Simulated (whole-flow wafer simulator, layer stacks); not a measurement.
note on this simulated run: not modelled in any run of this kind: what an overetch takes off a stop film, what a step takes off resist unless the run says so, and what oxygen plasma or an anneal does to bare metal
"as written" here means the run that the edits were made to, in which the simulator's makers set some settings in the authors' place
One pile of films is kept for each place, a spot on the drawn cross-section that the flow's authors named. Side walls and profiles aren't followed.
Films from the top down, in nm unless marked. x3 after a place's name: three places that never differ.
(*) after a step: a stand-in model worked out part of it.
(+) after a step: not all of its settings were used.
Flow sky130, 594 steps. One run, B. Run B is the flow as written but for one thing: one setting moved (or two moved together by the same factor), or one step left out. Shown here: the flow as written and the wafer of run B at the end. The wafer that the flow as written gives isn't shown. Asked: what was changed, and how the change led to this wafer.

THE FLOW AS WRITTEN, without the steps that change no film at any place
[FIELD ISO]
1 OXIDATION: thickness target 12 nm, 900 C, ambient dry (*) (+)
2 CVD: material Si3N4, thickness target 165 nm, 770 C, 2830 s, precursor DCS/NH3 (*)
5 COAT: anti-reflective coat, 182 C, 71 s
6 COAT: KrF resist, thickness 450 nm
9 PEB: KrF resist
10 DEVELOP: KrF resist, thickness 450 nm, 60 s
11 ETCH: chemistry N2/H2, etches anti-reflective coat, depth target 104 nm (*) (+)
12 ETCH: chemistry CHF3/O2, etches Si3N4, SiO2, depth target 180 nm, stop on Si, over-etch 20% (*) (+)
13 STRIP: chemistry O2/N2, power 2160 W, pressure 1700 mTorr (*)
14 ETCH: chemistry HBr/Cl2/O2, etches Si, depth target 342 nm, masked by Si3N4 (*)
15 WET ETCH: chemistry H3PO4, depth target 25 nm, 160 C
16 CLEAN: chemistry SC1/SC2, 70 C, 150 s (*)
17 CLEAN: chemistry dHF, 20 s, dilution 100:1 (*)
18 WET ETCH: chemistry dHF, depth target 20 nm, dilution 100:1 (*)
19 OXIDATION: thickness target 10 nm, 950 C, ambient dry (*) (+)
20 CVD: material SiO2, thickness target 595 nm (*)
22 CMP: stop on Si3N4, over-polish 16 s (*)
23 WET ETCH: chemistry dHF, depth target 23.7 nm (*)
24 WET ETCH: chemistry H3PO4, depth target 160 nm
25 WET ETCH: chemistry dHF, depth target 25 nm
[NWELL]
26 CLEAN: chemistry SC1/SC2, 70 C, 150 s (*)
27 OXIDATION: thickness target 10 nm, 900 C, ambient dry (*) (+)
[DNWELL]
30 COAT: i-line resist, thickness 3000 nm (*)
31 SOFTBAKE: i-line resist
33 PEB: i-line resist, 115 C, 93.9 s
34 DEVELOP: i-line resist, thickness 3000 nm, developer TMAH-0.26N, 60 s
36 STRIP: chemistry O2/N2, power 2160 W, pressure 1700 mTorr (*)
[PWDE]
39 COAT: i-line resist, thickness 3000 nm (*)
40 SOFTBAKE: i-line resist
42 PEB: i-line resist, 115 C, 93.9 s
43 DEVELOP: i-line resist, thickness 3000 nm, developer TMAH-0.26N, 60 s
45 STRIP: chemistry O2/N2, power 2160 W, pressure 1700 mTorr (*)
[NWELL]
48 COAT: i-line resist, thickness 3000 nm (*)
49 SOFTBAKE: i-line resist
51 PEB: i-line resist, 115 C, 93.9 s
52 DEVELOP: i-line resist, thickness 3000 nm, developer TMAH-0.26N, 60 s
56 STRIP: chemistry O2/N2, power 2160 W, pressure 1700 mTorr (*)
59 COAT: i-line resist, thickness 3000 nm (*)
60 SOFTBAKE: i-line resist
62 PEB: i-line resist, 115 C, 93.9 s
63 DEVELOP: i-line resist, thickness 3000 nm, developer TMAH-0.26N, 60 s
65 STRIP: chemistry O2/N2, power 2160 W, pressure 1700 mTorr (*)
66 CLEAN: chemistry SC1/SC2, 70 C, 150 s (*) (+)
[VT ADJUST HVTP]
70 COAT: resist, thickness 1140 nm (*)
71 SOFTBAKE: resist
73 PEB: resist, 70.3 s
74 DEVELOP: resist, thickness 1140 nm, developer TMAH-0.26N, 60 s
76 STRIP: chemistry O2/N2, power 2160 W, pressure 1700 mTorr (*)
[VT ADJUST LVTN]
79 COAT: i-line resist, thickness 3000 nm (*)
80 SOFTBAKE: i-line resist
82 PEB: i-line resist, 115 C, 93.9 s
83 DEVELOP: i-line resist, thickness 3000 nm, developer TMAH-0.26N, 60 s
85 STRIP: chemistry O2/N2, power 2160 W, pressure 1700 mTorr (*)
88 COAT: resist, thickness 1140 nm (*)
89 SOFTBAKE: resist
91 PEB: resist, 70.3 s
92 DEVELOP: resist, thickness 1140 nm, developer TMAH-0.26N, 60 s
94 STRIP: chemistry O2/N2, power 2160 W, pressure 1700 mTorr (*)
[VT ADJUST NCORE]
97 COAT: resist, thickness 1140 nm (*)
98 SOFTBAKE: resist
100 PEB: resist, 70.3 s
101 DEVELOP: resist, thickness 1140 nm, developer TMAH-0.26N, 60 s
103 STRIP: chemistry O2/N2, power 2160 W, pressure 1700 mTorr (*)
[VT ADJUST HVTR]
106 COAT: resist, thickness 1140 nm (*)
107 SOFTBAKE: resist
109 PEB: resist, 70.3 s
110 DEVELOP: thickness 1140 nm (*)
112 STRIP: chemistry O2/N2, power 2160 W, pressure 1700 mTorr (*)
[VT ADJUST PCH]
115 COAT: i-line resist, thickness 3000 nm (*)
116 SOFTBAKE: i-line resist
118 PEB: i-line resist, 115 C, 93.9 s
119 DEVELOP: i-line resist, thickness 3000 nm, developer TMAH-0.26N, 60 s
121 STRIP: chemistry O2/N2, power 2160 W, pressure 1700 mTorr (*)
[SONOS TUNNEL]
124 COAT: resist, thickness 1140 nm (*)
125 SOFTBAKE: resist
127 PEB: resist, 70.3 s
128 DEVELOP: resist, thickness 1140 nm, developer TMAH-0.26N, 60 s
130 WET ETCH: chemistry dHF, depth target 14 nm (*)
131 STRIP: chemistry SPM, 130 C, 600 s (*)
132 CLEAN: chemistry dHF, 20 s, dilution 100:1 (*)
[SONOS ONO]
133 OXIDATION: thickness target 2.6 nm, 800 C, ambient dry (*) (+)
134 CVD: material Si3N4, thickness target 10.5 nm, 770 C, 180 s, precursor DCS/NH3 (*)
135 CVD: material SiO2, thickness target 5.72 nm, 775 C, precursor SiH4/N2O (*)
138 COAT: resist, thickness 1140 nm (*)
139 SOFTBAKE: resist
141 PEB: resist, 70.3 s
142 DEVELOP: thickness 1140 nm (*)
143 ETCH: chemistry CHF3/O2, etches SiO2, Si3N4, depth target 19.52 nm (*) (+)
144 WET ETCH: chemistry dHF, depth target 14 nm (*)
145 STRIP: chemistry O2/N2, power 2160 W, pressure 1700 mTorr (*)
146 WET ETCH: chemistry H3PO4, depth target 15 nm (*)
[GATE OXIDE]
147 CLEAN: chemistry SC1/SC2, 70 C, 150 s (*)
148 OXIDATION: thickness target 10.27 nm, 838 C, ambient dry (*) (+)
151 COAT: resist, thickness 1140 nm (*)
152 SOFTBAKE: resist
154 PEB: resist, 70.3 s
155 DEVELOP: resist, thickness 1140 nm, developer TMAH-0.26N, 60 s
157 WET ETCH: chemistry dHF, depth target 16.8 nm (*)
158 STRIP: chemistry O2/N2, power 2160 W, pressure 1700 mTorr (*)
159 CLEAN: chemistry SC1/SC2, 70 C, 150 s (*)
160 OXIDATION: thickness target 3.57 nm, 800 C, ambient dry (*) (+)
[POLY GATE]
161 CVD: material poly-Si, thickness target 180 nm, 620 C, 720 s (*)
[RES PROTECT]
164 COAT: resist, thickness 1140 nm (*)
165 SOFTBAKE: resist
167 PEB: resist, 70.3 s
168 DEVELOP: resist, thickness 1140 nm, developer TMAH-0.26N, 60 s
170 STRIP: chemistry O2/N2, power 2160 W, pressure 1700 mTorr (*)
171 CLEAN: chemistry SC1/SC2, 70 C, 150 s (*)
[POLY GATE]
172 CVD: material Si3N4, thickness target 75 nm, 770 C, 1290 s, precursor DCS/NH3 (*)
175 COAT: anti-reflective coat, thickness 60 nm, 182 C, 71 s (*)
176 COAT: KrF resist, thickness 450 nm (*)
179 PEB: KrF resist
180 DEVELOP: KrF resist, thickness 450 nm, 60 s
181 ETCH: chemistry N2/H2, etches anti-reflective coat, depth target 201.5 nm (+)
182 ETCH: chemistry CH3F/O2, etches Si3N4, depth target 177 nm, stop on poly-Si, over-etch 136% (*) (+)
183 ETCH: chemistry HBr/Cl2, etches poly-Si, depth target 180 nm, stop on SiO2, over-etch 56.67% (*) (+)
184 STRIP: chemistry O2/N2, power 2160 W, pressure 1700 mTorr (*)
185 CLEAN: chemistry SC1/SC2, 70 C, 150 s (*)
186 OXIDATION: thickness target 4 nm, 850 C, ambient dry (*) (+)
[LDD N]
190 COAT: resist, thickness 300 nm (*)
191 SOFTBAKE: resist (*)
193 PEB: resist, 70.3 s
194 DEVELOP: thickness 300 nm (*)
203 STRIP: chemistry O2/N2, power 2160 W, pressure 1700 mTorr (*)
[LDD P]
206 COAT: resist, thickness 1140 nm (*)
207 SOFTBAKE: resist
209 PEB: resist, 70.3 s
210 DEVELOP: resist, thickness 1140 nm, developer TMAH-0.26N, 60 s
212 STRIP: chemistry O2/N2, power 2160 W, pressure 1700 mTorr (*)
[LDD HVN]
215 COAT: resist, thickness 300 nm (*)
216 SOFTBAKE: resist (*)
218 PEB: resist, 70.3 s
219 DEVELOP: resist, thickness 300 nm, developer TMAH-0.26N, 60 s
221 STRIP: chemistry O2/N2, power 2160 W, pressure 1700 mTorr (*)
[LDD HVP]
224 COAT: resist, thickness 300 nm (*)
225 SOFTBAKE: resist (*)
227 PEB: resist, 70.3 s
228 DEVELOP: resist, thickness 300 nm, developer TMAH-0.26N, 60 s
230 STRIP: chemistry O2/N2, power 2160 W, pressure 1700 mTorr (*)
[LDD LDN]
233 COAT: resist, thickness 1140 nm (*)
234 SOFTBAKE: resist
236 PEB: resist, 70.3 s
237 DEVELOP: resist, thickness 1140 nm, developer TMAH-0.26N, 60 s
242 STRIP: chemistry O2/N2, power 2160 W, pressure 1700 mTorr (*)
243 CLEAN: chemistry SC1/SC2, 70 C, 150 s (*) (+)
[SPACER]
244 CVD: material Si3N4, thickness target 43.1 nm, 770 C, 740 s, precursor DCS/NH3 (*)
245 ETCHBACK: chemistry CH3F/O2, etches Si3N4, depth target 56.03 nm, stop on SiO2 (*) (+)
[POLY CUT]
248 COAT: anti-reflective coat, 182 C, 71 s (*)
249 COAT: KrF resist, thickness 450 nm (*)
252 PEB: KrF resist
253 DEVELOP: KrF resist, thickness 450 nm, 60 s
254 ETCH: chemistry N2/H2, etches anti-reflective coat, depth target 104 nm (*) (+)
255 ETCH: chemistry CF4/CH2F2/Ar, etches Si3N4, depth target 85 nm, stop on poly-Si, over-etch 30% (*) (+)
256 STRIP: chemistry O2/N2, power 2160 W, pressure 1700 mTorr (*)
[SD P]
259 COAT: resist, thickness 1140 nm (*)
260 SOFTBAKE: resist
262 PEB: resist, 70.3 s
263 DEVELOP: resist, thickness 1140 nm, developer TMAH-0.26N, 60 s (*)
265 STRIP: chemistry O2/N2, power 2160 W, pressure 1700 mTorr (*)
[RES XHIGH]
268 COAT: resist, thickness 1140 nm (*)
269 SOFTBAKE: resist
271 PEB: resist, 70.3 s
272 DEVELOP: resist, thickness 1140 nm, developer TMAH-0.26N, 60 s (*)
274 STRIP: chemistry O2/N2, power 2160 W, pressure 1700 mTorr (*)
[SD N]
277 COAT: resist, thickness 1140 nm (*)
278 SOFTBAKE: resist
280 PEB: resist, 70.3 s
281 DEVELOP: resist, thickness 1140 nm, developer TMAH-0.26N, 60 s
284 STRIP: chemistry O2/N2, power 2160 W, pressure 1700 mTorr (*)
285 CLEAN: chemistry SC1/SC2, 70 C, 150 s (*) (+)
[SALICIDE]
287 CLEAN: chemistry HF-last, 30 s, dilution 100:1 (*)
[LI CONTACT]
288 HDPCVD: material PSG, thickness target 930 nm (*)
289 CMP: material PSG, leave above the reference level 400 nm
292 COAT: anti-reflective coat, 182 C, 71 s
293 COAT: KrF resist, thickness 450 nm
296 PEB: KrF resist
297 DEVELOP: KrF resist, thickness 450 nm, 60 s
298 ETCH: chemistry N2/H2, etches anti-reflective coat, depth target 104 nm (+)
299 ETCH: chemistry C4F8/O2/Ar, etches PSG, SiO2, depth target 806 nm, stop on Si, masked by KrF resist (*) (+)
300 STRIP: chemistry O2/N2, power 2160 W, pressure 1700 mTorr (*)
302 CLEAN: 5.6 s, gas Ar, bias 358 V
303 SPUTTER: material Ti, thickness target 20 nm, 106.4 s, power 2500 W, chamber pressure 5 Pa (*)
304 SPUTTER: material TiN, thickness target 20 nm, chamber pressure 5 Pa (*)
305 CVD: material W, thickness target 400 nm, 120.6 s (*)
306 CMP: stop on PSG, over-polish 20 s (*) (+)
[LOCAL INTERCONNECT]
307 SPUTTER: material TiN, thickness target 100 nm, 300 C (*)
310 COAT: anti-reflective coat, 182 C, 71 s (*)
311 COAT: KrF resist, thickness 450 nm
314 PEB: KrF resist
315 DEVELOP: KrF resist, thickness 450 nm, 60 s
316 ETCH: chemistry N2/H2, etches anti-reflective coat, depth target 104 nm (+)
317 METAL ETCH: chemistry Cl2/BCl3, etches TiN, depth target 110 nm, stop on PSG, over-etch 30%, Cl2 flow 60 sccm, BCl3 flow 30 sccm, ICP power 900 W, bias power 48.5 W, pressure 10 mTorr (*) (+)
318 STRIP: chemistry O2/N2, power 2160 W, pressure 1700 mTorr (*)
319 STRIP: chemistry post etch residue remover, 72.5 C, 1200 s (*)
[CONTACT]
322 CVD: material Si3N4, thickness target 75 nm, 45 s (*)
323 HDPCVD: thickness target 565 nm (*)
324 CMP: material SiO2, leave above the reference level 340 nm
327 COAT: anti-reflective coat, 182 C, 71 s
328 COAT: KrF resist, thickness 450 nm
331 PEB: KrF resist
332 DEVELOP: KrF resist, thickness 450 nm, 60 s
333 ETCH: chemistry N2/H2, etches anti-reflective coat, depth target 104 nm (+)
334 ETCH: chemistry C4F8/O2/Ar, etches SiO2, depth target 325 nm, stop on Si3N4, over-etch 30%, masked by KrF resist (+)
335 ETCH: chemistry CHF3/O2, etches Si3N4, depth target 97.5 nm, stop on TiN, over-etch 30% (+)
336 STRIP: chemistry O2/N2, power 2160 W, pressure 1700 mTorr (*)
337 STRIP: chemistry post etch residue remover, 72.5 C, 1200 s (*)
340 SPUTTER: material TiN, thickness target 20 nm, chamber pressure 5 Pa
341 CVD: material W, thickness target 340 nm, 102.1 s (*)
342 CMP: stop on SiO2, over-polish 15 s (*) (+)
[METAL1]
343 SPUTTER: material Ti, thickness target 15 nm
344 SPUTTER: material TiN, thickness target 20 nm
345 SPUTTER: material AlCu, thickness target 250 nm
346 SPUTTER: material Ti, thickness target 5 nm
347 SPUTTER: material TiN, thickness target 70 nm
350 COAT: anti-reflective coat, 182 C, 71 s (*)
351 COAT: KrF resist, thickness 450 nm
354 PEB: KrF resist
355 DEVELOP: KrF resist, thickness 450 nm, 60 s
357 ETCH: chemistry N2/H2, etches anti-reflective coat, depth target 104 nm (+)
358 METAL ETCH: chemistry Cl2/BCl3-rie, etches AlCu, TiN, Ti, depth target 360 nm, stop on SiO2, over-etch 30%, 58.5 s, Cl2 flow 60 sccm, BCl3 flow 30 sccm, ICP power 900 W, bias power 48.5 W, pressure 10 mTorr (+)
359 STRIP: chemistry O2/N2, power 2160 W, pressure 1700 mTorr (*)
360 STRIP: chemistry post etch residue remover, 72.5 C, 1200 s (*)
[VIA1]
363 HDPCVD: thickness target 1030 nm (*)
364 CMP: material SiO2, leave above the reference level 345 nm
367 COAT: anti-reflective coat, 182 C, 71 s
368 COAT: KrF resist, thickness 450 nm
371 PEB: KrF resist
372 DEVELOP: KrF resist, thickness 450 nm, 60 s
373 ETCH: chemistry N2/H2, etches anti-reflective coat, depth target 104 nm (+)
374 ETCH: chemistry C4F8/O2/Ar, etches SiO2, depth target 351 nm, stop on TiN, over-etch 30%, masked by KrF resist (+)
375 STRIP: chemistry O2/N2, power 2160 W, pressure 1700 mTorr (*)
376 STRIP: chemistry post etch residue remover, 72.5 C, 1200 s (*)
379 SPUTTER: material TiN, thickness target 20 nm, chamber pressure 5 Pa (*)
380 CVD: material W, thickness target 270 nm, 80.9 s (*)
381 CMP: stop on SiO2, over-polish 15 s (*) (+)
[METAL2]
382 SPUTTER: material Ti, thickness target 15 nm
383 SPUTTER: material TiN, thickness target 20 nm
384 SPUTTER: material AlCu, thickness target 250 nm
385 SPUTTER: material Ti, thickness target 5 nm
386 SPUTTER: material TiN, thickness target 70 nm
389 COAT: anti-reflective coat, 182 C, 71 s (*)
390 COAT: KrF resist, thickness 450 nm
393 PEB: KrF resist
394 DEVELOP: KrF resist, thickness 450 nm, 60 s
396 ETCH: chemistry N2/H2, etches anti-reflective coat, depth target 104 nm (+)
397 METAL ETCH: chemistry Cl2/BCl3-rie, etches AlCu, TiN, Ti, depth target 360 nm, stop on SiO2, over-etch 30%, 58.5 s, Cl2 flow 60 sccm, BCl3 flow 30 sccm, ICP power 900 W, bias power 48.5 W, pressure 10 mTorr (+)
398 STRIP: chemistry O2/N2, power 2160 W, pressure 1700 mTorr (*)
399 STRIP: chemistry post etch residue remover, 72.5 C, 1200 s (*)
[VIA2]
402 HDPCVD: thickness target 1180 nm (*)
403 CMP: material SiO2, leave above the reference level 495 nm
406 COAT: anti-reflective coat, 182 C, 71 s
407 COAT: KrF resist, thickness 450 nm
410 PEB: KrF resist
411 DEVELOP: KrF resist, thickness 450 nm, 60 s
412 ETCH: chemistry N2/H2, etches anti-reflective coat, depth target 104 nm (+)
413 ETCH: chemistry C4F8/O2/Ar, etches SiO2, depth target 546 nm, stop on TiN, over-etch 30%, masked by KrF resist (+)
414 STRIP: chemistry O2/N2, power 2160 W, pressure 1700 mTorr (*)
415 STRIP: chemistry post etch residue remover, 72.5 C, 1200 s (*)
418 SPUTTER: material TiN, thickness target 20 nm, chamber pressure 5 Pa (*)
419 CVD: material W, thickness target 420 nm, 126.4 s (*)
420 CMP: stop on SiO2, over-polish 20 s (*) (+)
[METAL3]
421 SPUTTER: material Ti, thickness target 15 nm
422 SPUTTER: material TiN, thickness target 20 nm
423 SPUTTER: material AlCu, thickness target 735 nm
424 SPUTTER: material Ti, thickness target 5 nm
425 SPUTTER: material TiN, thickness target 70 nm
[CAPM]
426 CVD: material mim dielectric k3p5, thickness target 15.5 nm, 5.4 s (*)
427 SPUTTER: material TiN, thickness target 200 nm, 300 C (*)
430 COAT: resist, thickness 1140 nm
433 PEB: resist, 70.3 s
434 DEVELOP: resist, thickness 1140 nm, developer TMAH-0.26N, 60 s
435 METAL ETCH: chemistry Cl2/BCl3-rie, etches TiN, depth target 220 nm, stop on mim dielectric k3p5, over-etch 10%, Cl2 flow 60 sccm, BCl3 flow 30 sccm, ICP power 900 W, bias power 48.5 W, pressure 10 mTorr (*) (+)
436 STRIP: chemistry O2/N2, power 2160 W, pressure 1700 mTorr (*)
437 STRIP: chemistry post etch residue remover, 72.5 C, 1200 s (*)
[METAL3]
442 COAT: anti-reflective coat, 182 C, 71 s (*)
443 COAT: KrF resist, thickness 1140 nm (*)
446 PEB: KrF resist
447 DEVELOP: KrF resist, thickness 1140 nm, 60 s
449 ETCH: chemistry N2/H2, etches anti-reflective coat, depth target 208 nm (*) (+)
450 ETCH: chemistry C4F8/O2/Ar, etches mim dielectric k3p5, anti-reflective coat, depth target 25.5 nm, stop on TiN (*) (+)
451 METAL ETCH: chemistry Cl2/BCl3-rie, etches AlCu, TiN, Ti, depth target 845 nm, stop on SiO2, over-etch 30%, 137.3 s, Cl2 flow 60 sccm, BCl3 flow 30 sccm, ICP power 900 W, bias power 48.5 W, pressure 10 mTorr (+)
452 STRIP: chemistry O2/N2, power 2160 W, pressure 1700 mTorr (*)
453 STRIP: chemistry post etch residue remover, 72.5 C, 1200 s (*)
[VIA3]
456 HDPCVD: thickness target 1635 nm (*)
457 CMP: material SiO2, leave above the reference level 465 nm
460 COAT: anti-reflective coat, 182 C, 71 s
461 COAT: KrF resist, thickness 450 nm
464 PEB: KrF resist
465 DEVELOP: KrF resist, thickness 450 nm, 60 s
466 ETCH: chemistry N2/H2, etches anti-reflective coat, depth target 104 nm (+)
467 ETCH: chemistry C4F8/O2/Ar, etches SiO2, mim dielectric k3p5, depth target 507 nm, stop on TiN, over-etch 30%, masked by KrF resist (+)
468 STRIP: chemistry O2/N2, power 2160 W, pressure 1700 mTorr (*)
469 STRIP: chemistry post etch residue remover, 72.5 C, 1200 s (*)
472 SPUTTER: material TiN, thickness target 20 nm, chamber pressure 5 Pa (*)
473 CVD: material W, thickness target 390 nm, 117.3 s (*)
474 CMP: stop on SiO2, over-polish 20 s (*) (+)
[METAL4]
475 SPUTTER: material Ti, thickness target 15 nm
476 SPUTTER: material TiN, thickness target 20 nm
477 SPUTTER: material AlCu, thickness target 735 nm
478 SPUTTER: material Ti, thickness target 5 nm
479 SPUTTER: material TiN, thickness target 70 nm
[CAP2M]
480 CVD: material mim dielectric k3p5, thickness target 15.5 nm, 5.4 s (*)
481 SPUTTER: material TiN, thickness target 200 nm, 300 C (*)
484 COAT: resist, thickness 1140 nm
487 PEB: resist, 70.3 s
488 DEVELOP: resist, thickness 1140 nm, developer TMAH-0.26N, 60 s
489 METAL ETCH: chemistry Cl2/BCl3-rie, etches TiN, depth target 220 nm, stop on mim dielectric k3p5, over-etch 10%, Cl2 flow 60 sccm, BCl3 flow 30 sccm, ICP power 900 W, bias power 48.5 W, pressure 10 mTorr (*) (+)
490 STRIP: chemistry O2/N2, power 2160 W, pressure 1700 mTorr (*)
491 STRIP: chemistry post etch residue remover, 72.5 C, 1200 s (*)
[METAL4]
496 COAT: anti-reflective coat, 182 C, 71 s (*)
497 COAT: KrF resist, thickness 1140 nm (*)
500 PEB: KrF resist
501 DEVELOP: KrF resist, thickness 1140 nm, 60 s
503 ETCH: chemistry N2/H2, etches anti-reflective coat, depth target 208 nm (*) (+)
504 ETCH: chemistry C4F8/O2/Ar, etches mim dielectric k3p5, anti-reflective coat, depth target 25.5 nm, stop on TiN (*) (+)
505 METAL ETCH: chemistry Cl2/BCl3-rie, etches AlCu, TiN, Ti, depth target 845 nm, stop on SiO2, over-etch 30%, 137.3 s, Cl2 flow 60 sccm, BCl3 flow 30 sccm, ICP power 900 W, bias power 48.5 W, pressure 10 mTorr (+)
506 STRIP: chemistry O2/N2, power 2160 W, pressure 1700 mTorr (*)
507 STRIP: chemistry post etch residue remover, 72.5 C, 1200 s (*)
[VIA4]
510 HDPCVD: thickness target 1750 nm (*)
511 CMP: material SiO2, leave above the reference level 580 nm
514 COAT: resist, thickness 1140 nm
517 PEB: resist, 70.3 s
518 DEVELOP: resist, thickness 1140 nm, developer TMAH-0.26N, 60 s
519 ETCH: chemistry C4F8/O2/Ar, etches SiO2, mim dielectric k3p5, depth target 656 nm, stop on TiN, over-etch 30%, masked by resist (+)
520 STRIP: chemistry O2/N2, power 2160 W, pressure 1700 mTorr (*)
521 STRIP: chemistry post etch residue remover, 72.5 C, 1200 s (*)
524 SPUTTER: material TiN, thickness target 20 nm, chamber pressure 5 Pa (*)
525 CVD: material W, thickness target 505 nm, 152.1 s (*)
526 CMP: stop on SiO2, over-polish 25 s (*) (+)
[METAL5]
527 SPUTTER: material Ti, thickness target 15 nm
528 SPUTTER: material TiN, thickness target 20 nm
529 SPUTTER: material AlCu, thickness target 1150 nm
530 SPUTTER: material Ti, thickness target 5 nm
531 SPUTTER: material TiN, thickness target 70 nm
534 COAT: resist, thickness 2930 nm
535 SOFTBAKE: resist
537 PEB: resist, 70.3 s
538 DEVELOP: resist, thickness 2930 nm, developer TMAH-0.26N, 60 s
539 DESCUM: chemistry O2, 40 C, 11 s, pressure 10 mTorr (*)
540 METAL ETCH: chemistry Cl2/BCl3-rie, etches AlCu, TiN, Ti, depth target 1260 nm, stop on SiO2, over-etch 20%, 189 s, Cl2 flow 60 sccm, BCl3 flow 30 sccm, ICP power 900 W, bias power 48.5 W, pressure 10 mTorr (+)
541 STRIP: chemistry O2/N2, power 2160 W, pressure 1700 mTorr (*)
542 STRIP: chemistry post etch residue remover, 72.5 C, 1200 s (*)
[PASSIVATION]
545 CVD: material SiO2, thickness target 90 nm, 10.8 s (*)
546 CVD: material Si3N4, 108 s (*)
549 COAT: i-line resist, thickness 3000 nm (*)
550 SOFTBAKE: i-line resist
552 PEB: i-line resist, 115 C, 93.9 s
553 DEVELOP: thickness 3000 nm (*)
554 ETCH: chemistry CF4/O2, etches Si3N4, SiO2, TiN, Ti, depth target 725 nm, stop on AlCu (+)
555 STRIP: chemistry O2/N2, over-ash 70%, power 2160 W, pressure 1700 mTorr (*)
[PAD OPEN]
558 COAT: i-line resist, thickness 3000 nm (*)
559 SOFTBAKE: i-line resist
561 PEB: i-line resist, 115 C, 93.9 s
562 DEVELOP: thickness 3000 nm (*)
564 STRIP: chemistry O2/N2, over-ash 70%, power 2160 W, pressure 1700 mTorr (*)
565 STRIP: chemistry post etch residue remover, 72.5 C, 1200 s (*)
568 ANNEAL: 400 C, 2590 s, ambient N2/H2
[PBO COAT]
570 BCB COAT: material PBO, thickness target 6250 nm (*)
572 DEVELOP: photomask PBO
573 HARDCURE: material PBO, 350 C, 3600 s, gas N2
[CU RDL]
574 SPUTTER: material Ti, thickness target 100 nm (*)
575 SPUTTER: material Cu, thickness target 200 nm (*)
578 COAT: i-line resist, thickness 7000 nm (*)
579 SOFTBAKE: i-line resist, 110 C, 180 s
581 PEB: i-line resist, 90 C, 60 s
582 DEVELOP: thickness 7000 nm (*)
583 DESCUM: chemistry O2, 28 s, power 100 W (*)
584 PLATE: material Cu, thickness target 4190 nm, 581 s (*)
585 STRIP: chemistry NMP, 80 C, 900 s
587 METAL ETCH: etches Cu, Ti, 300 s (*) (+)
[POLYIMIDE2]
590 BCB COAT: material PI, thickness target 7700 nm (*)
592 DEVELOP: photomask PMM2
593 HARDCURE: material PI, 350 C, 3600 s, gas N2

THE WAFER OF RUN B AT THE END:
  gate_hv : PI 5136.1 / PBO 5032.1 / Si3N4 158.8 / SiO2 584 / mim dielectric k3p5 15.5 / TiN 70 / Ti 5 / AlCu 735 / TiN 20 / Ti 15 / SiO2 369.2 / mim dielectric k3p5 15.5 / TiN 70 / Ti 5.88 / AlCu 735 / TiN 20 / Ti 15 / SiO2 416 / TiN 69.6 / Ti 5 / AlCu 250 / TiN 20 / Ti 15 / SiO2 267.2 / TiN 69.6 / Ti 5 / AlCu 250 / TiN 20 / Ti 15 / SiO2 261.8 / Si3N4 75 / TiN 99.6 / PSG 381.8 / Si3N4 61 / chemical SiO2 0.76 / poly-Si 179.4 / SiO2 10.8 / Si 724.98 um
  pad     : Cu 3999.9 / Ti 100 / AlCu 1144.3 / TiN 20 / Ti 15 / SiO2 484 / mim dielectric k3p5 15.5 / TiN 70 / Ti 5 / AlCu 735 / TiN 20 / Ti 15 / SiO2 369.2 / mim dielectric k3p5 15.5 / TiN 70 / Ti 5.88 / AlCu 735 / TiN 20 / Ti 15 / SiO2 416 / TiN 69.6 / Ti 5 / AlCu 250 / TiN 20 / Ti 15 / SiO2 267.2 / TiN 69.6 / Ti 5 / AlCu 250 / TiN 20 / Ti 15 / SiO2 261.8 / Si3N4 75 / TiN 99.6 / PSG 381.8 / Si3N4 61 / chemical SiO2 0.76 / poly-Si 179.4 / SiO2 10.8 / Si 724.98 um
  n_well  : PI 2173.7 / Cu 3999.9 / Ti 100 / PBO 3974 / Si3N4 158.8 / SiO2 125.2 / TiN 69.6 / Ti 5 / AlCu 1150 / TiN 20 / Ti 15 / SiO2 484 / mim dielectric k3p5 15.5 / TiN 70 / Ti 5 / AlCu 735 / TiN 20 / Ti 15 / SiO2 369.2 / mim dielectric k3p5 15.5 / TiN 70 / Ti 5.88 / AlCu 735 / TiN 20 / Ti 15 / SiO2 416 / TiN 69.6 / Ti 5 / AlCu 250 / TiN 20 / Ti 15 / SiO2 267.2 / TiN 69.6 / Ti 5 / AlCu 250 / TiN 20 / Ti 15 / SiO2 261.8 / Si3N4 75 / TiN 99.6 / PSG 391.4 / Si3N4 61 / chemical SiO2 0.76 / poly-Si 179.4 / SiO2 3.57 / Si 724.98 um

The cause: step 424, SPUTTER: thickness target 5.88 nm was run, where the flow has thickness target 5 nm.
It can be read off the wafer: gate_hv has Ti 5.88, and step 424 as written asks for 5 nm.

How the change led to this, step by step:
  424 SPUTTER: material Ti, thickness target 5 nm
      field, active, n_well and 188 more: Ti +5.88 (new film) (as written it would be: Ti +5 (new film))
  451 METAL ETCH: chemistry Cl2/BCl3-rie, etches AlCu, TiN, Ti, depth target 845 nm, stop on SiO2, over-etch 30%, 137.3 s, Cl2 flow 60 sccm, BCl3 flow 30 sccm, ICP power 900 W, bias power 48.5 W, pressure 10 mTorr (+)
      field, gate, spacer and 68 more: TiN -70 (all of it), Ti -5.88 (all of it), AlCu -735 (all of it), TiN -20 (all of it), Ti -15 (all of it), SiO2 -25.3 (as written it would be: TiN -70 (all of it), Ti -5 (all of it), AlCu -735 (all of it), TiN -20 (all of it), Ti -15 (all of it), SiO2 -25.4)
      active, vpp_ln, vpp_iso2 and 11 more: TiN -70 (all of it), Ti -5.88 (all of it), AlCu -735 (all of it), TiN -20 (all of it), Ti -15 (all of it), SiO2 -25.3 (as written it would be: TiN -70 (all of it), Ti -5 (all of it), AlCu -735 (all of it), TiN -20 (all of it), Ti -15 (all of it), SiO2 -25.3)
